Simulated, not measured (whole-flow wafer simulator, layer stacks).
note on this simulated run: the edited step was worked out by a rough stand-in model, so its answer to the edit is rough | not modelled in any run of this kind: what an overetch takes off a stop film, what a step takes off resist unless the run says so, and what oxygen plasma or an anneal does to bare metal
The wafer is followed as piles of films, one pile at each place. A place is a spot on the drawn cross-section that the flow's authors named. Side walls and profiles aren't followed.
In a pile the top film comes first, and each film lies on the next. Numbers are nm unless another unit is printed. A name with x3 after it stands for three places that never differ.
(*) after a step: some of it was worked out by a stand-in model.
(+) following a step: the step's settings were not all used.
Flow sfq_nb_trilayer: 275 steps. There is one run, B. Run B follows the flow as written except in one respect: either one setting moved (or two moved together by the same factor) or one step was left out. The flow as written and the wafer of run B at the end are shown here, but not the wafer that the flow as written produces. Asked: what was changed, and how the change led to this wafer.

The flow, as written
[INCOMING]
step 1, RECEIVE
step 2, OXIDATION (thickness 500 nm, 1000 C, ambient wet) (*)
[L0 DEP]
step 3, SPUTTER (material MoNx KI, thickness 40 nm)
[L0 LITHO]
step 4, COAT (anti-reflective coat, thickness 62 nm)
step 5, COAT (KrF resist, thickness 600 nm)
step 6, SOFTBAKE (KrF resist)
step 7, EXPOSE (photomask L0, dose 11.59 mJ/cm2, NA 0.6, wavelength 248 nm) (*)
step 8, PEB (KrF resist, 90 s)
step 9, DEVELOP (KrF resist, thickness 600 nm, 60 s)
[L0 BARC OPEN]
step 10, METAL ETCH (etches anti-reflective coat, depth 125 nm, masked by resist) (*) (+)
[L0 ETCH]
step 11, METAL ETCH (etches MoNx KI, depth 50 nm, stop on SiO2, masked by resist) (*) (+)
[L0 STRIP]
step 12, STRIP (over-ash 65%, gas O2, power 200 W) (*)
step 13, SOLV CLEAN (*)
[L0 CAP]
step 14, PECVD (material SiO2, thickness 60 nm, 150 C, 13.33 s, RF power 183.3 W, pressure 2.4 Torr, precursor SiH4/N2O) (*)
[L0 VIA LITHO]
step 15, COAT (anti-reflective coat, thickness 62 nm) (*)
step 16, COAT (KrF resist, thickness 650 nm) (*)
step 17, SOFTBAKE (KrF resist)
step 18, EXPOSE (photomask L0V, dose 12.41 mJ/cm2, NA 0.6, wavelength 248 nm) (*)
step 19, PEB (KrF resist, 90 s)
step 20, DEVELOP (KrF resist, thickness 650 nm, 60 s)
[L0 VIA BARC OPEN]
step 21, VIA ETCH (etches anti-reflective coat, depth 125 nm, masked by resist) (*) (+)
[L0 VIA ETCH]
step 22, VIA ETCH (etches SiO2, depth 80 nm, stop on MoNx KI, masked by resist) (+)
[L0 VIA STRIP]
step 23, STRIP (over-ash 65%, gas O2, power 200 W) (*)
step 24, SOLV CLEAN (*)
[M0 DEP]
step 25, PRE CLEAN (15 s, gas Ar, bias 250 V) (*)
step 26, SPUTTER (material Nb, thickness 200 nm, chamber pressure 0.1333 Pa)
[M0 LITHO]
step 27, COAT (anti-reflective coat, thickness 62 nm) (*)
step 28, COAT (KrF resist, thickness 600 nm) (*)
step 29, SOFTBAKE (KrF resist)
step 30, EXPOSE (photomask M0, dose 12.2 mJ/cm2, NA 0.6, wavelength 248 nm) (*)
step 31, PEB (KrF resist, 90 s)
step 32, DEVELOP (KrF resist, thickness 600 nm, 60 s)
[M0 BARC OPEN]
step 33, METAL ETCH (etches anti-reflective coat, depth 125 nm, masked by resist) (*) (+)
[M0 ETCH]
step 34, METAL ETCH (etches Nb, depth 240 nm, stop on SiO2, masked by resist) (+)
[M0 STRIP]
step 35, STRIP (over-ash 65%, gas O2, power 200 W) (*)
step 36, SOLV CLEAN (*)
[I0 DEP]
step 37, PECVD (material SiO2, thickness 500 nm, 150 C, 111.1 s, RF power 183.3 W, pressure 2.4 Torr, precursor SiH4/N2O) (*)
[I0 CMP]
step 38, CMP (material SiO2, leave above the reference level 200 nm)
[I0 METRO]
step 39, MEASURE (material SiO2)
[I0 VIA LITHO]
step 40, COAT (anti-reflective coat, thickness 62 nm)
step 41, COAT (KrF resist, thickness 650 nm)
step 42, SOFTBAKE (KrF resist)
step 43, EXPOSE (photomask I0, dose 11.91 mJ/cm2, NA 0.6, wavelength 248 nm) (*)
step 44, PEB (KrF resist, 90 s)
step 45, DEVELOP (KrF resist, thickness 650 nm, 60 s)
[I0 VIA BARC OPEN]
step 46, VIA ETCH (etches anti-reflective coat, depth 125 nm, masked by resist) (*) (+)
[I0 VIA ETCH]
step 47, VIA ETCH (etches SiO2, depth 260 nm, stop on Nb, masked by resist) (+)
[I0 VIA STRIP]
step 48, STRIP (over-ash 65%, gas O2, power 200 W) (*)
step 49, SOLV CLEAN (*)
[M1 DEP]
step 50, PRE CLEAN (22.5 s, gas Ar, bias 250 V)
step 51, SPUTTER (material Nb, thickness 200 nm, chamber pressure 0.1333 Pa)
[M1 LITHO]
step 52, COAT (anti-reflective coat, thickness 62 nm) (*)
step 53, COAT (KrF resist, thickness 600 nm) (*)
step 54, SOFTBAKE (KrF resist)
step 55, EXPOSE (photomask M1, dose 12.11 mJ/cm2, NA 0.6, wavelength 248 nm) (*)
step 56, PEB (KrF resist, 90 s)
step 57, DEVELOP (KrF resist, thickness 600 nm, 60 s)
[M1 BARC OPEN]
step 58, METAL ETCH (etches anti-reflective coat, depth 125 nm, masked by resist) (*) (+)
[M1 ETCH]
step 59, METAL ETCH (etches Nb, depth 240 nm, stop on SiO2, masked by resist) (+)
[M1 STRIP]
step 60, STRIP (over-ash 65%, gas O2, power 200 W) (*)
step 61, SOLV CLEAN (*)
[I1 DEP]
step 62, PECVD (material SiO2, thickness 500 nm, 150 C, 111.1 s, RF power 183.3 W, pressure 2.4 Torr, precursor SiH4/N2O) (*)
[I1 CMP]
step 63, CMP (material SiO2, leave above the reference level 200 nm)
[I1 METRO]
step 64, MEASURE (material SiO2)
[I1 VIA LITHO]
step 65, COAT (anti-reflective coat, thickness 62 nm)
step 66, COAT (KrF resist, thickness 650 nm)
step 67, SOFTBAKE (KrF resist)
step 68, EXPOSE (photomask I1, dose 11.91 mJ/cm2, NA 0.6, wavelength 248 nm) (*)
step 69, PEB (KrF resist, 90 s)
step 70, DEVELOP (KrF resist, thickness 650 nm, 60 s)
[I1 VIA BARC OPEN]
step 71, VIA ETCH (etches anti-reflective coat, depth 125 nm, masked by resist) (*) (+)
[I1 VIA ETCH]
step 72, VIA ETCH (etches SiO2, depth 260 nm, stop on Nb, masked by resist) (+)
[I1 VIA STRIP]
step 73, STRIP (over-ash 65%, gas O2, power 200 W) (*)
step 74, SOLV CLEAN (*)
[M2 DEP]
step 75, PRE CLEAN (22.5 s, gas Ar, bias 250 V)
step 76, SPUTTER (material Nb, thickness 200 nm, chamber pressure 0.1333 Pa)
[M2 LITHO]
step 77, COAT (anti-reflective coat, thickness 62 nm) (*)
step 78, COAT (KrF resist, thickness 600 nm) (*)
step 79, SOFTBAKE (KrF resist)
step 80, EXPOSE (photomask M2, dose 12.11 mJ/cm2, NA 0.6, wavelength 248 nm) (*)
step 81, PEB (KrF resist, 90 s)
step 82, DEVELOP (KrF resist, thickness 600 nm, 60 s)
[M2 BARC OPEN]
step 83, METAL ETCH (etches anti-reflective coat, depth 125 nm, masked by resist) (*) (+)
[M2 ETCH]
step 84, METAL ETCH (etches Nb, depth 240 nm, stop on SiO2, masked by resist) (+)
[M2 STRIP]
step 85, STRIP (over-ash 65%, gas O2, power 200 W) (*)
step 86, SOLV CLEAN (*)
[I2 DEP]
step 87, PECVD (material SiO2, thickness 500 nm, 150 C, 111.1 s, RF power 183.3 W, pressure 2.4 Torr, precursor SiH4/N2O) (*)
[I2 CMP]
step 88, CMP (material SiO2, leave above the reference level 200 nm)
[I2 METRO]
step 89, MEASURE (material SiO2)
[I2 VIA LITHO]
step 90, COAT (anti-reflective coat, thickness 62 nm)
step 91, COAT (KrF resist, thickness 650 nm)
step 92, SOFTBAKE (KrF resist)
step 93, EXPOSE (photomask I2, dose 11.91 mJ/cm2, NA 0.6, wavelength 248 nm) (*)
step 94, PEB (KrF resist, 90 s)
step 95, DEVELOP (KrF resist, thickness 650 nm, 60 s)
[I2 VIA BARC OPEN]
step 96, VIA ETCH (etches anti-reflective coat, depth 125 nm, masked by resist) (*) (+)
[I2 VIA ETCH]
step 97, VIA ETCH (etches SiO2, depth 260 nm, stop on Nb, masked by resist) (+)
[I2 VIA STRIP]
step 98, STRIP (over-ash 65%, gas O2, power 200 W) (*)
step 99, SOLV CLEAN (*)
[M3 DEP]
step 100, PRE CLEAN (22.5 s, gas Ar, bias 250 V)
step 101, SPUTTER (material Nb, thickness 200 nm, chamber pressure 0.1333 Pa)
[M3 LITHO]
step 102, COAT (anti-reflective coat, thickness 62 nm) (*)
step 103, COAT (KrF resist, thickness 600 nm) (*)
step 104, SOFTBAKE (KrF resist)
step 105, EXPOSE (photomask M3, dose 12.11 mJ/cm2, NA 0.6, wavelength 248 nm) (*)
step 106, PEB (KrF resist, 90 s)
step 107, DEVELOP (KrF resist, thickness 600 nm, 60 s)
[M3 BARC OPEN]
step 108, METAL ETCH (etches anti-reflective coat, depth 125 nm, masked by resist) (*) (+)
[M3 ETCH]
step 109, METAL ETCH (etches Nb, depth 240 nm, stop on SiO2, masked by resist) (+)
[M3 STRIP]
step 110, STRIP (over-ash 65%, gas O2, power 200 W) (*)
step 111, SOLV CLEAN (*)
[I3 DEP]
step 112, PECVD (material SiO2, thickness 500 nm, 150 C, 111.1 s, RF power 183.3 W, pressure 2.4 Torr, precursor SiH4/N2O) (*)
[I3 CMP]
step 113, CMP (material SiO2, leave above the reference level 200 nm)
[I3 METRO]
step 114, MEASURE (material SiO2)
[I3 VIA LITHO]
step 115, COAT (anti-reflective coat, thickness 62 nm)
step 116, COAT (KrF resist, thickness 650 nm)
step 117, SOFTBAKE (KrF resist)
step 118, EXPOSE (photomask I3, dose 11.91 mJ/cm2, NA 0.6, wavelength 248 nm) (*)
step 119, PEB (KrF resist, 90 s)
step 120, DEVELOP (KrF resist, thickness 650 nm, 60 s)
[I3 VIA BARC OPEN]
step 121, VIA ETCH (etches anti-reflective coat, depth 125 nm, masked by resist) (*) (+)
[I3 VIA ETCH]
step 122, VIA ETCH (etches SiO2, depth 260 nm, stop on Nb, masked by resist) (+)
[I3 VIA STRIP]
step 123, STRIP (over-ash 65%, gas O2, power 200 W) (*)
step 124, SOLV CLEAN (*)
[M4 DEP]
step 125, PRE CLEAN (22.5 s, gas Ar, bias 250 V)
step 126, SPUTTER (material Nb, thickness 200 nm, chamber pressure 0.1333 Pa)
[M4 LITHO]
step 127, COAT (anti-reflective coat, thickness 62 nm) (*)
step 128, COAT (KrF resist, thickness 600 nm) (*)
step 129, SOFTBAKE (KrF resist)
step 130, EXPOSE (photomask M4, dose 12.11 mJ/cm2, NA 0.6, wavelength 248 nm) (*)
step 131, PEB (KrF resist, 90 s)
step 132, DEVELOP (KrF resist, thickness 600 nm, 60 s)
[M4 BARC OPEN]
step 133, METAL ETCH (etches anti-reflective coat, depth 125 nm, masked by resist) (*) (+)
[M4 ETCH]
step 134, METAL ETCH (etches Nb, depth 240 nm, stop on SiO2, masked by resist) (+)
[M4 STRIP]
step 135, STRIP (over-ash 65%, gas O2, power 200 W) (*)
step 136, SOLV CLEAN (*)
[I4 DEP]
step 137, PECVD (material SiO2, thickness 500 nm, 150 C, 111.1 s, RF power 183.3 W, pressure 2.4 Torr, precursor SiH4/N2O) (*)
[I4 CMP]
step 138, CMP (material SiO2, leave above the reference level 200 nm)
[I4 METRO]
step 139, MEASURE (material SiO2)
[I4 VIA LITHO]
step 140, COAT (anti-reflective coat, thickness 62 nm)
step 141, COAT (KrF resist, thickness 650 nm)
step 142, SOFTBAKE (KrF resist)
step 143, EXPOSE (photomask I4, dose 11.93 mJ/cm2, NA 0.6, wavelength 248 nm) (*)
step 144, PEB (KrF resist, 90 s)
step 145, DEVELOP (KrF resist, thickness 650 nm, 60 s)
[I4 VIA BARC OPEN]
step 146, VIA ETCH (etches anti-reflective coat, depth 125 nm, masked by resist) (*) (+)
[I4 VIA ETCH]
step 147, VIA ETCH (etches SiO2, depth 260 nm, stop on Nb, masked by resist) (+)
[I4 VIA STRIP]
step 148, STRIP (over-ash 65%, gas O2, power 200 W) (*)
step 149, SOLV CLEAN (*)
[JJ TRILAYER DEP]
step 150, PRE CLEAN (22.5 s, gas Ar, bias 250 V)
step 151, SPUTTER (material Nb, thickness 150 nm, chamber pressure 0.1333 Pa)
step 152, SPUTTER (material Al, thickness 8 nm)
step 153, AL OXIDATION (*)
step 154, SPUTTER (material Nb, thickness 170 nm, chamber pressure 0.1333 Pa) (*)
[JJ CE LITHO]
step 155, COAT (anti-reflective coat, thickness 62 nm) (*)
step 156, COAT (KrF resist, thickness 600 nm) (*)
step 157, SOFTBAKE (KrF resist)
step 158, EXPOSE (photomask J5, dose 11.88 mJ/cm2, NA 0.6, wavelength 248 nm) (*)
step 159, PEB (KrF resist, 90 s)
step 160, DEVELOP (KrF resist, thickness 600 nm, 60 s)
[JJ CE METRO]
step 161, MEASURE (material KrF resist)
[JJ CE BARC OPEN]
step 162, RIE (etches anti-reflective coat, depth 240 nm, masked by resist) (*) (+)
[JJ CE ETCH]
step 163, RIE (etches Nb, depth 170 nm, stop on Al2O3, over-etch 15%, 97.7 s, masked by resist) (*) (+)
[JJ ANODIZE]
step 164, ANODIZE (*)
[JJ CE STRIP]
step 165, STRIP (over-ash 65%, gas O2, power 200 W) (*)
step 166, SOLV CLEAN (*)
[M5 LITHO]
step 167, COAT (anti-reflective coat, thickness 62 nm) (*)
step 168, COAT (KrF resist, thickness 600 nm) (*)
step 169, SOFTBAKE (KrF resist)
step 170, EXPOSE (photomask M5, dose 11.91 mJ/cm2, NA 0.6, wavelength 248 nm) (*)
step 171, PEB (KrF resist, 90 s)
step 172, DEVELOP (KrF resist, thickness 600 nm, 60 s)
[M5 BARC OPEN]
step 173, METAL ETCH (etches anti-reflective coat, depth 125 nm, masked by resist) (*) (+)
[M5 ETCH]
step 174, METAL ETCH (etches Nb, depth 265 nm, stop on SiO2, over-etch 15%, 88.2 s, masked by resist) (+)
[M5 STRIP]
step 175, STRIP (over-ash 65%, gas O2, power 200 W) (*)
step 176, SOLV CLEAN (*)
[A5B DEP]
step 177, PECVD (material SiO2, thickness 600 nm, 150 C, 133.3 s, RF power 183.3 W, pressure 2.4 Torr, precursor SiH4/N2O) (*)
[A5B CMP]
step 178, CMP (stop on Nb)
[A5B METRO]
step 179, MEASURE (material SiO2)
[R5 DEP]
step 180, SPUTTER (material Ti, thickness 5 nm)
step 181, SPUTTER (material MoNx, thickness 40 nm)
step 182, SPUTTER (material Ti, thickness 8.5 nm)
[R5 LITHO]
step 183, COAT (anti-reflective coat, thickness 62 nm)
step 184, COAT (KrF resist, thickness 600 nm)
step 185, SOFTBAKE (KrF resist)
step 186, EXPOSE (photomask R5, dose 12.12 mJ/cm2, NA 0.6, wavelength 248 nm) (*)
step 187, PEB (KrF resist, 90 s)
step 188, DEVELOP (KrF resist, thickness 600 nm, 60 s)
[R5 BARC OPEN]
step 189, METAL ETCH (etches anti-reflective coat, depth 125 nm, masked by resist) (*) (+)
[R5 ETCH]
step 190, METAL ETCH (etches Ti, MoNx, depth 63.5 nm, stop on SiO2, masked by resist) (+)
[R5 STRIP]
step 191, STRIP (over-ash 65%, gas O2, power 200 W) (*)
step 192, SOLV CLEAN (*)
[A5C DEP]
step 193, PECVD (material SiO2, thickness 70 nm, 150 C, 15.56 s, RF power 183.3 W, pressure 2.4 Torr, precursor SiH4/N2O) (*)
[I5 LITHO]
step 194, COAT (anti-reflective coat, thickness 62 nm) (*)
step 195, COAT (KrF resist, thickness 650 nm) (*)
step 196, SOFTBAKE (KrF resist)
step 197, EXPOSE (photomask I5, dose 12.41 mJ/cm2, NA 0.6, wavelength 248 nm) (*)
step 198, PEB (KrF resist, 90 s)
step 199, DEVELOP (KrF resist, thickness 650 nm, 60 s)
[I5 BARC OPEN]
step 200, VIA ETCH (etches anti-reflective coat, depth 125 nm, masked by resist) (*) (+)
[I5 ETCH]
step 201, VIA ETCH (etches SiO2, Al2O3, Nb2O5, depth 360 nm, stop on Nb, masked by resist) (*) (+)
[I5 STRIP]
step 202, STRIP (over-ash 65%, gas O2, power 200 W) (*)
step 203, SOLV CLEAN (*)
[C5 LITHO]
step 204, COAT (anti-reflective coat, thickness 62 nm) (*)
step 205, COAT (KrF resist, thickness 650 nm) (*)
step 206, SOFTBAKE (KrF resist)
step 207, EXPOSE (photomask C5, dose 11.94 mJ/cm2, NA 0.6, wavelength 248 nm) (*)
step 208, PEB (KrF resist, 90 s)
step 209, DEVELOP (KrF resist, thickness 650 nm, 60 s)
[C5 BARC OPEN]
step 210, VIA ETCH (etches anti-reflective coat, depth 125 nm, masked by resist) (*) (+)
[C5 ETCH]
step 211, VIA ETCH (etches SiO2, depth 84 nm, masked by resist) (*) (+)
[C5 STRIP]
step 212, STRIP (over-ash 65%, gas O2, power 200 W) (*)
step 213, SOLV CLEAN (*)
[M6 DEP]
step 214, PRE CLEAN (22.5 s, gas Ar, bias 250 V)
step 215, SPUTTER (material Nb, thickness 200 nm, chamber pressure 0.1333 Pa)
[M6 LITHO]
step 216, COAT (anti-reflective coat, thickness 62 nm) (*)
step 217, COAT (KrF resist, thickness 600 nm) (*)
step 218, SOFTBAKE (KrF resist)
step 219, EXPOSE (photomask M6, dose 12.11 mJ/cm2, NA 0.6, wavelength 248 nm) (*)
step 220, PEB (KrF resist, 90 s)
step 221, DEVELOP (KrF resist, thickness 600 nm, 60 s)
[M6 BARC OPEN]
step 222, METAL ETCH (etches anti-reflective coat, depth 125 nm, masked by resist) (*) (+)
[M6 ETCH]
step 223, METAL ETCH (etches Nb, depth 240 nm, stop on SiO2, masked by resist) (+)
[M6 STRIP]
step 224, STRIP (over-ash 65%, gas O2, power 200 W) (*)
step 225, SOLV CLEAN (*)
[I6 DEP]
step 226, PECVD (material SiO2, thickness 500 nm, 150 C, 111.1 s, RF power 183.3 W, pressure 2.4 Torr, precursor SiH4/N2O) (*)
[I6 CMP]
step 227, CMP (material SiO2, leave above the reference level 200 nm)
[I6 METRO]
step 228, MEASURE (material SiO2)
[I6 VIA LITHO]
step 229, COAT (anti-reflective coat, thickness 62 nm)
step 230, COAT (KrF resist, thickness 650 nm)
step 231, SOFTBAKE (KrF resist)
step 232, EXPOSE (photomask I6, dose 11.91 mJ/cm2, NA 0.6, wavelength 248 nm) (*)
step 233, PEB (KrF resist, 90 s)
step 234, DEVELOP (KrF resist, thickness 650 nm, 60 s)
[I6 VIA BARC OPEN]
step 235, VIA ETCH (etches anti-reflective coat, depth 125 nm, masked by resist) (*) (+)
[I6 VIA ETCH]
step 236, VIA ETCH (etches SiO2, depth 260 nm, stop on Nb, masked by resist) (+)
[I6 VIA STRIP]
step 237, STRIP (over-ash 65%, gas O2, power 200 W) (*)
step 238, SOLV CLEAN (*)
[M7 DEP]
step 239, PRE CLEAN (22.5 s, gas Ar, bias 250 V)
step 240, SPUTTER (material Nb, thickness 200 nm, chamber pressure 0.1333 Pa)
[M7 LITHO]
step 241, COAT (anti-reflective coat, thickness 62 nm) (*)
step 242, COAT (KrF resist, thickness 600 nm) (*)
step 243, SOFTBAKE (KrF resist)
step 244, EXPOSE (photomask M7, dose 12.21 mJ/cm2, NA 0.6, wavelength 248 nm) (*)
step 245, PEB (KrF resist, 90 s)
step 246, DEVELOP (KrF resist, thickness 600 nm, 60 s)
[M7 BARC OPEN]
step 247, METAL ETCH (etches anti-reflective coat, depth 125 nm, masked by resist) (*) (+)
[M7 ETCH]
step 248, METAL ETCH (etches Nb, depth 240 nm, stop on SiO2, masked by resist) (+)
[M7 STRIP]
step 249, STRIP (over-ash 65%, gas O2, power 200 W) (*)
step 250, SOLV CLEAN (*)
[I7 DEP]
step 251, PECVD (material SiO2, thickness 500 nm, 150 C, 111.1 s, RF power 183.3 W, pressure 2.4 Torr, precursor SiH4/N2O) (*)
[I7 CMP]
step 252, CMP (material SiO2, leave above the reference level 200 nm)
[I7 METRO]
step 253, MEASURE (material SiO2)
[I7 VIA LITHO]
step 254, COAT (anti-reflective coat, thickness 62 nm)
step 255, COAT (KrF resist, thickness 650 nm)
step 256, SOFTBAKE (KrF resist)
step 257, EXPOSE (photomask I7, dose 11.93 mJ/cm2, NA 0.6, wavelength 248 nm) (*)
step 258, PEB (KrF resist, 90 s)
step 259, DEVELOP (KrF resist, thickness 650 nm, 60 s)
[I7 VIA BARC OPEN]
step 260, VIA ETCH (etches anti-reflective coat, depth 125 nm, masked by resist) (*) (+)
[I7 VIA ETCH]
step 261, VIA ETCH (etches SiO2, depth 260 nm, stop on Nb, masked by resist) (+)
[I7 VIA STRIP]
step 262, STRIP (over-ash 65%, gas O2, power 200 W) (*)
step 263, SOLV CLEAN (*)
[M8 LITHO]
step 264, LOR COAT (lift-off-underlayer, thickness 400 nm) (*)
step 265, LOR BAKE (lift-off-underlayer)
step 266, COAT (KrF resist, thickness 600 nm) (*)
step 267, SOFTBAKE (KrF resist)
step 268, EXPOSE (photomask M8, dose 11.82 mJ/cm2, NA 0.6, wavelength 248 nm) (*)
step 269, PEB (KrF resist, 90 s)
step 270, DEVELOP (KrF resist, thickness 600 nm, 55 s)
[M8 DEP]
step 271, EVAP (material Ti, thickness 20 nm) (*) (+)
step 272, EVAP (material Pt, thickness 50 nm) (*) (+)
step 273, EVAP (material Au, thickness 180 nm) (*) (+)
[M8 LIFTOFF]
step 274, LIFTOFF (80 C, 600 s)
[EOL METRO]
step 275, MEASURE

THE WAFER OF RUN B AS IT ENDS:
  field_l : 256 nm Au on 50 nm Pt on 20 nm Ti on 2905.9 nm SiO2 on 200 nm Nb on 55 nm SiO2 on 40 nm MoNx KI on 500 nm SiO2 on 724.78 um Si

What caused this: step 273, EVAP: thickness 256 nm was run, whereas the flow has thickness 180 nm.
The wafer itself shows it: field_l has Au 256, and step 273 as written asks for 180 nm.

How this came from the change, step by step:
  step 273, EVAP (material Au, thickness 180 nm) (*) (+)
      field_l, v_sur, via_wl and 103 more: Au gains 256 (new film) (in the flow as written it would be: Au gains 180 (new film))
  step 274, LIFTOFF (80 C, 600 s)
      p4_fl, p4_fm, p4_w1 and 71 more: Au loses 256 (all of it), Pt loses 50 (all of it), Ti loses 20 (all of it), KrF resist loses 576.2 (all of it), lift-off-underlayer loses 400 (all of it) (in the flow as written it would be: Au loses 180 (all of it), Pt loses 50 (all of it), Ti loses 20 (all of it), KrF resist loses 576.2 (all of it), lift-off-underlayer loses 400 (all of it))
      c5j, ce_r: Au loses 256 (all of it), Pt loses 50 (all of it), Ti loses 20 (all of it), KrF resist loses 573.3 (all of it), lift-off-underlayer loses 399.3 (all of it) (in the flow as written it would be: Au loses 180 (all of it), Pt loses 50 (all of it), Ti loses 20 (all of it), KrF resist loses 573.3 (all of it), lift-off-underlayer loses 399.3 (all of it))
      (also at 19 further places)
